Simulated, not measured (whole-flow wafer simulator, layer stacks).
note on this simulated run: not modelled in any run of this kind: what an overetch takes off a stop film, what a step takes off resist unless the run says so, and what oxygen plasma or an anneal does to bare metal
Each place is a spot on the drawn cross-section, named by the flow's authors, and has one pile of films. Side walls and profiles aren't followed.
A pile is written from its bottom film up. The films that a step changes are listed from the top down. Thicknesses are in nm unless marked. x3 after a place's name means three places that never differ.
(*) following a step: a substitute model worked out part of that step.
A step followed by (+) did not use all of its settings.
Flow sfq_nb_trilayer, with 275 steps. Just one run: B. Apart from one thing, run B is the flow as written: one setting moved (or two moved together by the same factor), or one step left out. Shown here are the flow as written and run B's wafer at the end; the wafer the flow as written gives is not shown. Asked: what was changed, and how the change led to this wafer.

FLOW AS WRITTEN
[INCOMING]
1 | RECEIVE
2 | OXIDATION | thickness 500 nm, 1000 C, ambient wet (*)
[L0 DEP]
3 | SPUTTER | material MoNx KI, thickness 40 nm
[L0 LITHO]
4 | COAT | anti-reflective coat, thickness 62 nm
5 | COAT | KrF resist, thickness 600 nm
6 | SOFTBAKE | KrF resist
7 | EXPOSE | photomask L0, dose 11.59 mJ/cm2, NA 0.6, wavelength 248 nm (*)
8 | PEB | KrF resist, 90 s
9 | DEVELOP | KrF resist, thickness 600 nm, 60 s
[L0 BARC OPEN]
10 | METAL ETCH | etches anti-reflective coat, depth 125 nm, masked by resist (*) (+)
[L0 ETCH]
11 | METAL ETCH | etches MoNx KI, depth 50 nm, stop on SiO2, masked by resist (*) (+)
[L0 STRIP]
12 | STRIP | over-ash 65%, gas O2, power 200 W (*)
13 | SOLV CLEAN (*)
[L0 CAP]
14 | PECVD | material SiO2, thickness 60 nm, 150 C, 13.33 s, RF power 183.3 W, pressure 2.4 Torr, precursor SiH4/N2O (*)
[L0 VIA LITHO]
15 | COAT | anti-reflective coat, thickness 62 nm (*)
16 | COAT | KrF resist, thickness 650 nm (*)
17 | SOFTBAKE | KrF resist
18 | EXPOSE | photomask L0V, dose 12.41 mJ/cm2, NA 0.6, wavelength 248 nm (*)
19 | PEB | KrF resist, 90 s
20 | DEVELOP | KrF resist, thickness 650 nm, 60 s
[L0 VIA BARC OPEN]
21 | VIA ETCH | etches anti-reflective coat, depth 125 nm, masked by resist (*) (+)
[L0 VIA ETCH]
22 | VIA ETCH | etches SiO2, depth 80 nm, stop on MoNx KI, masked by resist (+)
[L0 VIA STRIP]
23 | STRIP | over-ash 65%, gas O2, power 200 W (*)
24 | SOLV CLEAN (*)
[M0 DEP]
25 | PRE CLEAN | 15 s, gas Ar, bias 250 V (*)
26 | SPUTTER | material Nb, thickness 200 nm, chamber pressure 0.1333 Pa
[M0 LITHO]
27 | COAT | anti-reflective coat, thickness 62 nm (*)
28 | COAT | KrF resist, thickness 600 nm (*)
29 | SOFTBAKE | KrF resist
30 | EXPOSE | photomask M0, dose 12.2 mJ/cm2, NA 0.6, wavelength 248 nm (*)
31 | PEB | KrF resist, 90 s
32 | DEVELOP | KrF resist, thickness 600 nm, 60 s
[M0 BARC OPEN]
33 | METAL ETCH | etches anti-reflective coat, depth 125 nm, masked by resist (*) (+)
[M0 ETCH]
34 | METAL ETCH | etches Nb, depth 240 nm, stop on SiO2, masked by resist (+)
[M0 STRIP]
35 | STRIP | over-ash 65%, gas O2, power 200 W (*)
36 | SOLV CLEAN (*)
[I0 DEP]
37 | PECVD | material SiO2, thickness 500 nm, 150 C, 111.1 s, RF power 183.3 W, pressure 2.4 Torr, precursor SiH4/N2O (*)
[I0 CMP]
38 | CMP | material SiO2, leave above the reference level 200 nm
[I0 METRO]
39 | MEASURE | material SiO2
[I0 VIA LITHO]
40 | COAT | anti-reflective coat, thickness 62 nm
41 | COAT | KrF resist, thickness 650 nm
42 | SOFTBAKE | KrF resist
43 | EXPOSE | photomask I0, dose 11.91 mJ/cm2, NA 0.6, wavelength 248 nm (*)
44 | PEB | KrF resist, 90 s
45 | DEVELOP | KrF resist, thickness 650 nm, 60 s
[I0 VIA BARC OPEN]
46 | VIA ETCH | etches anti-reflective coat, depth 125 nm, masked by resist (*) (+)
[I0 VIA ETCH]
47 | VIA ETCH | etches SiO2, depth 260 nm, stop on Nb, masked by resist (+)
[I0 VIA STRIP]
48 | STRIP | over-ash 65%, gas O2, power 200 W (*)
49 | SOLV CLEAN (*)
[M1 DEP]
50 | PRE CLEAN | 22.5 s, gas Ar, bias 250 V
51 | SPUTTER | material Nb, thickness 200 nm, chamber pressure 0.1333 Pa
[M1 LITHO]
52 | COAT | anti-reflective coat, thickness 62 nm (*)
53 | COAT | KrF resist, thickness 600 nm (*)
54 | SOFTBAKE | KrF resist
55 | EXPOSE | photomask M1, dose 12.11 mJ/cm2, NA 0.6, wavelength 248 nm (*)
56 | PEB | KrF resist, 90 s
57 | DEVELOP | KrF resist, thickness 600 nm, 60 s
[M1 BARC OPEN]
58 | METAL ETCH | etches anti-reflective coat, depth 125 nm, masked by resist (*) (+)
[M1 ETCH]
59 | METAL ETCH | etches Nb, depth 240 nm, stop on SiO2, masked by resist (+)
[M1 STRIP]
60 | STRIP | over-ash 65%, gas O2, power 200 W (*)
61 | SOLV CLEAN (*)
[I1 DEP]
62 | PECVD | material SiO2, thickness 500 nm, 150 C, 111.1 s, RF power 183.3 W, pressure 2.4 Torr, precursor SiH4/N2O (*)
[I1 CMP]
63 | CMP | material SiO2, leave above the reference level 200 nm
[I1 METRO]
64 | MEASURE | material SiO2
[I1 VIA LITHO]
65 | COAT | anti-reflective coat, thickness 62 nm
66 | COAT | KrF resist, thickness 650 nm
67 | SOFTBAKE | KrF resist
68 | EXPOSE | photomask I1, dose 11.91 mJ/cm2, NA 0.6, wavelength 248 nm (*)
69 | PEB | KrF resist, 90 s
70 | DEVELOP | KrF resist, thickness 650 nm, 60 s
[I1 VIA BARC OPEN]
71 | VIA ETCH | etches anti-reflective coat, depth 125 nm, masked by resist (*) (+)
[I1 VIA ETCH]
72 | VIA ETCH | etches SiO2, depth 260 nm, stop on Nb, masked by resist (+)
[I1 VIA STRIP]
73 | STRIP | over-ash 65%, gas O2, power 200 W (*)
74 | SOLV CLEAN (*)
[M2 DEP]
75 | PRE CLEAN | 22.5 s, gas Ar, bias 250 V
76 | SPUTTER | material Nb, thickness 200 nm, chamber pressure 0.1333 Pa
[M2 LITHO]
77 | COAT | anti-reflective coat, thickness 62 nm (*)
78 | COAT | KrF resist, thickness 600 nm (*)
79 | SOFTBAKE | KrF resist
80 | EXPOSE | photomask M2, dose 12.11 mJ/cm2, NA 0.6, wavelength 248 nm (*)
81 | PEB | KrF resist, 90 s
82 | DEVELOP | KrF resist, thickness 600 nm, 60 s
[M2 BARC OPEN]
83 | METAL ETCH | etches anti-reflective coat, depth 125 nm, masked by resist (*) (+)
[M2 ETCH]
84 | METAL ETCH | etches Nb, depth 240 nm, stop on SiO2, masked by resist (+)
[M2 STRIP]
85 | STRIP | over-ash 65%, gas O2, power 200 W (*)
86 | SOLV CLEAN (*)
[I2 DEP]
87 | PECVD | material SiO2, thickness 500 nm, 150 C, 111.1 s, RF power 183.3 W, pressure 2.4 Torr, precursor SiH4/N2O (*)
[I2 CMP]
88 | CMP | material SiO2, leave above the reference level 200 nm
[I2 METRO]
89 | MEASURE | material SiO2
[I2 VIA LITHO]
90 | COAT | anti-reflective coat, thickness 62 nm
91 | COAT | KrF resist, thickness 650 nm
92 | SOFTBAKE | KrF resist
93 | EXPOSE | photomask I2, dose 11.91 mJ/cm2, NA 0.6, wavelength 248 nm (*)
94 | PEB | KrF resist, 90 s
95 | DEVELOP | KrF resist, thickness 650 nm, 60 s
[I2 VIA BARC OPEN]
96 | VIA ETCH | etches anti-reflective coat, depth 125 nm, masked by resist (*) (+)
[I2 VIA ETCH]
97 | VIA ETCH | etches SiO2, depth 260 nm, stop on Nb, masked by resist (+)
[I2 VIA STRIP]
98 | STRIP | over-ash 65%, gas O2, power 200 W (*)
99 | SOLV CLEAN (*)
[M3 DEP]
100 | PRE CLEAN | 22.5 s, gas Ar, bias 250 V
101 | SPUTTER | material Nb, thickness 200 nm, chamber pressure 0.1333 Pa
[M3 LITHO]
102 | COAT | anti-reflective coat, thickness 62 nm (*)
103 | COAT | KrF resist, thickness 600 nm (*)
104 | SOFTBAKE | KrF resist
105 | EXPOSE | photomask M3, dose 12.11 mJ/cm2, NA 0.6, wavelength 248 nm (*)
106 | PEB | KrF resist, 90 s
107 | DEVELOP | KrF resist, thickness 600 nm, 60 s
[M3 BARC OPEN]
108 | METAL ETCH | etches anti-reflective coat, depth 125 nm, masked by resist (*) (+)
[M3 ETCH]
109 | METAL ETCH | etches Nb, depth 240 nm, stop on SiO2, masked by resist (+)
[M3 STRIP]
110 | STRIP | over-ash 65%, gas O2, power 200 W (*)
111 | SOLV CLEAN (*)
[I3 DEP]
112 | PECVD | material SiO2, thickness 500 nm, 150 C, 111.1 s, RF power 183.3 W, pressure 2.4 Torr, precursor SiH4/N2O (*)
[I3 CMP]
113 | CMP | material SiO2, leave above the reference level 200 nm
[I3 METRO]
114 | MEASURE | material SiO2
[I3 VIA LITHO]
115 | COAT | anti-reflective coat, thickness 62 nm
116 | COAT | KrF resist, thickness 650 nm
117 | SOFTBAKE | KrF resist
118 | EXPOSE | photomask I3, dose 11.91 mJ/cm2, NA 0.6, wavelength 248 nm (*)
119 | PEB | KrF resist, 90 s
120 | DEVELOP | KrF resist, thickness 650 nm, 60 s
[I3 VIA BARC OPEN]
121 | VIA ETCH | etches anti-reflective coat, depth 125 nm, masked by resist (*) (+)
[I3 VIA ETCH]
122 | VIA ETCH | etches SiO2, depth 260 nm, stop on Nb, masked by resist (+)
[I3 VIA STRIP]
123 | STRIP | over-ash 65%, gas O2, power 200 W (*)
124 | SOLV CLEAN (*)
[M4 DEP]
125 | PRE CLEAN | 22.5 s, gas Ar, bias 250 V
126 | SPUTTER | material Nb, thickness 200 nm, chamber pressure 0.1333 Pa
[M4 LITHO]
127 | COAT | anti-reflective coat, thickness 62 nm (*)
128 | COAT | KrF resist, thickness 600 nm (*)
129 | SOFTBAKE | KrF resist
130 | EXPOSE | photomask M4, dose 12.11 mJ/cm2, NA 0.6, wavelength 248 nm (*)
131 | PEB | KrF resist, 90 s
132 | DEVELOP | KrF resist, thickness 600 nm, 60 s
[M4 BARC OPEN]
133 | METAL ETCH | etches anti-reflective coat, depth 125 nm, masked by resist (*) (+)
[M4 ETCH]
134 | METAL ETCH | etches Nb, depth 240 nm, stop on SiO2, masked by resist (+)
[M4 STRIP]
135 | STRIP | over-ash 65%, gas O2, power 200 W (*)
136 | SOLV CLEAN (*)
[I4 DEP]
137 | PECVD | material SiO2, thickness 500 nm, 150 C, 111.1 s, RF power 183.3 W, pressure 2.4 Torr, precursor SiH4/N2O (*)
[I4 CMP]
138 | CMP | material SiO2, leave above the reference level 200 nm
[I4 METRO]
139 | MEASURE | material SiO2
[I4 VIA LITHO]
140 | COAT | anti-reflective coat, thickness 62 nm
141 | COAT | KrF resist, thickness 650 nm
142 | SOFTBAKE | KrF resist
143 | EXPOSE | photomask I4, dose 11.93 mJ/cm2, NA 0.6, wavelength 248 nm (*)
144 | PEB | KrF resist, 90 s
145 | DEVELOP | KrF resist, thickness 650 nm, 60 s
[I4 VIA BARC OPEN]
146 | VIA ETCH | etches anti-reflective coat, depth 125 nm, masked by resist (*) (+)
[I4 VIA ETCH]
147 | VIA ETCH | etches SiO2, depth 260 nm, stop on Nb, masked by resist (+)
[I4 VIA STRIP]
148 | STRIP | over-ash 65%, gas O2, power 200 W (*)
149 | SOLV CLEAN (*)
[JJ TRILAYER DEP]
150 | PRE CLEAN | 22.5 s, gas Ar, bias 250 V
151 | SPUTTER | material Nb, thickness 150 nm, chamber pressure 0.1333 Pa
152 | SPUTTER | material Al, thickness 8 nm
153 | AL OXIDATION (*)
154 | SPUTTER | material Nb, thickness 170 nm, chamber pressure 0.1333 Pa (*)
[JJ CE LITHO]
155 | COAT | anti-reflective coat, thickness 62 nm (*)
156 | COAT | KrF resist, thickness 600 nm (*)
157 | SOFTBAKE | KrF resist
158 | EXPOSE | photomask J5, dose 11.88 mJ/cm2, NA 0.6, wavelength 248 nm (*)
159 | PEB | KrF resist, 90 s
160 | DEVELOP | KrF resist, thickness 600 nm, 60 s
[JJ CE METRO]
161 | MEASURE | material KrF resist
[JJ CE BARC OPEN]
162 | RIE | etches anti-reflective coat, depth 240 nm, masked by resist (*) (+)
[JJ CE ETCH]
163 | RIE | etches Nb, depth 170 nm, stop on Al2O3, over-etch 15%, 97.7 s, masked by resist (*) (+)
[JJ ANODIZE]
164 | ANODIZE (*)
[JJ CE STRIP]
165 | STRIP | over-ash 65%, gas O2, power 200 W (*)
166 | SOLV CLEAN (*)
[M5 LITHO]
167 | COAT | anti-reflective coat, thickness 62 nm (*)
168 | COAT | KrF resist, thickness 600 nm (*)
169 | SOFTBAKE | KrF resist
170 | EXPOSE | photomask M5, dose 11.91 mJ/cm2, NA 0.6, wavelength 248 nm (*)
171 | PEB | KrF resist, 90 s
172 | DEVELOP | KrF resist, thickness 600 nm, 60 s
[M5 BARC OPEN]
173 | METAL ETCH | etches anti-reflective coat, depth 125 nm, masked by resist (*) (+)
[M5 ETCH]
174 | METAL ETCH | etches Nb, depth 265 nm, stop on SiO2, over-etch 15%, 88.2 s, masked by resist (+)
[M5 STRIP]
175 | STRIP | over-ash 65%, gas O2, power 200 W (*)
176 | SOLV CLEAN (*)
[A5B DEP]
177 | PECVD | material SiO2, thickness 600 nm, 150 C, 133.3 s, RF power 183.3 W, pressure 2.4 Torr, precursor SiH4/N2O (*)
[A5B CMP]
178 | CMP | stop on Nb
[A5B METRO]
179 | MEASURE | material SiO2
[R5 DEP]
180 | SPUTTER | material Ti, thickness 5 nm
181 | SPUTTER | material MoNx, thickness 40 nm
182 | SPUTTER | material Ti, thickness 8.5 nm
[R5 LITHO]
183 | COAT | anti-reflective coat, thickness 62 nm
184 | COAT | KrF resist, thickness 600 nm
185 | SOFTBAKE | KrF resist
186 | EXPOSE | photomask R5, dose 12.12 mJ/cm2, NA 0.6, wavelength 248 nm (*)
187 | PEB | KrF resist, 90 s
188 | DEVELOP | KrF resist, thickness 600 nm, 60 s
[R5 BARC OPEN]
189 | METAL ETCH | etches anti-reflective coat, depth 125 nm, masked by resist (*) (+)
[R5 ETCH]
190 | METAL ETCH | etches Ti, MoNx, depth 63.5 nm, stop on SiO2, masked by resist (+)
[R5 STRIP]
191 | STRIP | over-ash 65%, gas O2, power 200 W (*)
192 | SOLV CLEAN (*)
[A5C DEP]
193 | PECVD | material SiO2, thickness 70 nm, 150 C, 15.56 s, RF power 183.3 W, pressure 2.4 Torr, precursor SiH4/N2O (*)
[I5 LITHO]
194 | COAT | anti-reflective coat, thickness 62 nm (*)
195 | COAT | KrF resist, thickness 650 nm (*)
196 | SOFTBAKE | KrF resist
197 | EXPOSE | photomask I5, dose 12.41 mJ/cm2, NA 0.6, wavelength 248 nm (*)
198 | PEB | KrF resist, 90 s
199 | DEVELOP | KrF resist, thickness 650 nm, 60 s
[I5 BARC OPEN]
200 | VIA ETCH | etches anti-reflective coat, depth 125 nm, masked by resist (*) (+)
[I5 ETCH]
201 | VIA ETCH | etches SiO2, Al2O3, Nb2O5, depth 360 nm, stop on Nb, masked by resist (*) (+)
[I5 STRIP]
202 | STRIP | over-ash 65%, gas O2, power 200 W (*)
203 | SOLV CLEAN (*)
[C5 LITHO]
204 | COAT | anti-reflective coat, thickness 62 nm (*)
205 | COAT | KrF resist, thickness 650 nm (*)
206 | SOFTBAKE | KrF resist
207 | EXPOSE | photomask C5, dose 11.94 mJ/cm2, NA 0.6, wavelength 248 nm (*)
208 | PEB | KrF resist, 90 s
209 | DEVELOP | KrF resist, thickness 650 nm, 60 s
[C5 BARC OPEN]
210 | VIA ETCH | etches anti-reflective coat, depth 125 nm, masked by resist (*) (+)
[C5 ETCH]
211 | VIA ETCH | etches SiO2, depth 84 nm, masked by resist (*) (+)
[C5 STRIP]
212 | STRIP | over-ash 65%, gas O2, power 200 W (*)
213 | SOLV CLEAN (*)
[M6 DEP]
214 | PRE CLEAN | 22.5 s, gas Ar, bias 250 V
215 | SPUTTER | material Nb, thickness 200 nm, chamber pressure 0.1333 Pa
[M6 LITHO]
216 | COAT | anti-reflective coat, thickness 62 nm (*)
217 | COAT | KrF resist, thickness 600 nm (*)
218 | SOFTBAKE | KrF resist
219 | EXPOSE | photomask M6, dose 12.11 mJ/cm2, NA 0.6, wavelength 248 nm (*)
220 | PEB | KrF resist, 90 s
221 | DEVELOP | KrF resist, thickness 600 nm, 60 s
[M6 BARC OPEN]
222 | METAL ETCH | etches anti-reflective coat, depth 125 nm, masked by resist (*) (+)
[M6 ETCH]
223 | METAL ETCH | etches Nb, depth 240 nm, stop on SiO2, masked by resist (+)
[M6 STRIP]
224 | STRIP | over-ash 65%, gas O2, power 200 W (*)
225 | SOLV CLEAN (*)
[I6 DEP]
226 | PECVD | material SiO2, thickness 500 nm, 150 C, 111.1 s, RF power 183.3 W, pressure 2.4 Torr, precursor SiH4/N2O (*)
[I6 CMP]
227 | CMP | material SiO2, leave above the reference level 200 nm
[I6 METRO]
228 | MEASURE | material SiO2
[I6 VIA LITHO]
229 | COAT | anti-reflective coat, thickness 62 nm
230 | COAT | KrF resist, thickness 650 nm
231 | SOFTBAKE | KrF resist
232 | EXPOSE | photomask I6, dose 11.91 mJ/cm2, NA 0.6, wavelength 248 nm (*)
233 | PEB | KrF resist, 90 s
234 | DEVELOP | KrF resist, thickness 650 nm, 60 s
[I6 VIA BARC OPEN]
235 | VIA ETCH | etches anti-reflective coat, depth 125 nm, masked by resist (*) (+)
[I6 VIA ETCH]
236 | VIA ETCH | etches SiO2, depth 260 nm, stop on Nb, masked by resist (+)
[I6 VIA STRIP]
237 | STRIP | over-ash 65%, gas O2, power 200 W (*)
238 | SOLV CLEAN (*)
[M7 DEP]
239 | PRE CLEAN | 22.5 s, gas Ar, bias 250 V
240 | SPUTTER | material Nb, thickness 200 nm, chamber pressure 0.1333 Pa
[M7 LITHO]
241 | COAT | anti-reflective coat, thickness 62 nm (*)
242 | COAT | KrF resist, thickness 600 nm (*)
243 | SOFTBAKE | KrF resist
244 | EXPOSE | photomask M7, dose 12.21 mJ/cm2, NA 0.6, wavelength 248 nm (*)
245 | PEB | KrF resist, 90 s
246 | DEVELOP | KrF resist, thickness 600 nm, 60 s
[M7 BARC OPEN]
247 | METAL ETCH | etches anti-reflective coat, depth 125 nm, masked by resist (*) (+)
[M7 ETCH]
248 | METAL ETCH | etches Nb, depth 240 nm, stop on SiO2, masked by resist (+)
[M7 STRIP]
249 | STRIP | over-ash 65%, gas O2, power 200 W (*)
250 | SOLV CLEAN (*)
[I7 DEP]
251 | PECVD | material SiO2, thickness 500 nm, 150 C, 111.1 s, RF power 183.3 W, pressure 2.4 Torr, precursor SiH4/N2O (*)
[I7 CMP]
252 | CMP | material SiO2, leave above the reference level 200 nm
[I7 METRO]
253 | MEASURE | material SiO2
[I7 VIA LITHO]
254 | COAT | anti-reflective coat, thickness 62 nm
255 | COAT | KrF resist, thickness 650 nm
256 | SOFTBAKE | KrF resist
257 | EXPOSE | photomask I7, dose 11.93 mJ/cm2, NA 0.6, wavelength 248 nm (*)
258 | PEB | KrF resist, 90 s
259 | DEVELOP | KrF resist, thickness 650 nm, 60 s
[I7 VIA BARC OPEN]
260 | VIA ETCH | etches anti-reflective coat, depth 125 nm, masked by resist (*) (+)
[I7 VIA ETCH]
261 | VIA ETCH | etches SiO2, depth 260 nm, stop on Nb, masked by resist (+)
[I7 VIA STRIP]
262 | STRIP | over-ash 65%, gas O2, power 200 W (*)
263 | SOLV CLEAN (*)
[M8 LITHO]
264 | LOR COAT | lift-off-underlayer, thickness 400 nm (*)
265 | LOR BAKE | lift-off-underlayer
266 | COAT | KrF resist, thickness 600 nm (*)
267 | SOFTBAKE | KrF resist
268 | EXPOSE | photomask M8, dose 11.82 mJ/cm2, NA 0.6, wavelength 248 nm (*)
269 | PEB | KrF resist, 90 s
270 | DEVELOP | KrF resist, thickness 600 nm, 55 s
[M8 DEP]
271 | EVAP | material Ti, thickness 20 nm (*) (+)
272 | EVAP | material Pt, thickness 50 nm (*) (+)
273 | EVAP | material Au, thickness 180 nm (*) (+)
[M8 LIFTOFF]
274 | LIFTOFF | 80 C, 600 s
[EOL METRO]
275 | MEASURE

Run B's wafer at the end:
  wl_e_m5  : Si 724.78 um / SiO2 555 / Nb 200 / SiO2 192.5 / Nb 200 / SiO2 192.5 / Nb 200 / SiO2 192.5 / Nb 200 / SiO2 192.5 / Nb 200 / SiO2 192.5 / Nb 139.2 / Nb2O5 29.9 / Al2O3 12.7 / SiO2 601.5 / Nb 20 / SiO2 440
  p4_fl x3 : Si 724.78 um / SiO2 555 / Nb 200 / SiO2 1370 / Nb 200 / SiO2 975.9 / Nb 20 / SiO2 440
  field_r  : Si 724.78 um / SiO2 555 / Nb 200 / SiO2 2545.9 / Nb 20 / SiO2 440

What caused this: step 240, SPUTTER: thickness 260 nm was run, whereas the flow has thickness 200 nm.

The path from the change to this, step by step:
  240 | SPUTTER | material Nb, thickness 200 nm, chamber pressure 0.1333 Pa
      field_l, v_sur, via_wl and 102 more: Nb gains 260 (new film) (it would be, as written: Nb gains 200 (new film))
      via_v: Nb gains 209.7 (it would be, as written: Nb gains 161.1)
  248 | METAL ETCH | etches Nb, depth 240 nm, stop on SiO2, masked by resist (+)
      field_l, field_r, lsp_l and 62 more: Nb loses 240 (it would be, as written: Nb loses 200 (all of it))
  251 | PECVD | material SiO2, thickness 500 nm, 150 C, 111.1 s, RF power 183.3 W, pressure 2.4 Torr, precursor SiH4/N2O (*)
      field_l, p4_fl x3, p4_w1 x9 and 46 more: SiO2 gains 500 (new film) (it would be, as written: SiO2 gains 500)
      field_r, lsp_l: SiO2 gains 473.2 (new film) (it would be, as written: SiO2 gains 477.7)
      (also at 5 further places)
  252 | CMP | material SiO2, leave above the reference level 200 nm
      field_l, p4_fl x3, p4_w1 x9 and 46 more: SiO2 loses 60 (it would be, as written: SiO2 loses 100)
      field_r, lsp_l: SiO2 loses 33.2 (it would be, as written: SiO2 loses 77.7)
      (also at 3 further places)
If metal films that touch count as one body, wl_e_m5 has 7 bodies (between them, from the top down: SiO2 601.5 / Al2O3 12.7 / Nb2O5 29.9; SiO2 192.5; SiO2 192.5; SiO2 192.5; SiO2 192.5; SiO2 192.5); the flow as written gives 6 bodies (between them, from the top down: SiO2 192.5; SiO2 192.5; SiO2 192.5; SiO2 192.5; SiO2 192.5).
If metal films that touch count as one body, p4_fl x3 has 3 bodies (between them, from the top down: SiO2 975.9; SiO2 1370); the flow as written gives 2 bodies (between them, from the top down: SiO2 1370).
If metal films that touch count as one body, field_r has 2 bodies (between them, from the top down: SiO2 2545.9); the flow as written gives 1 body.
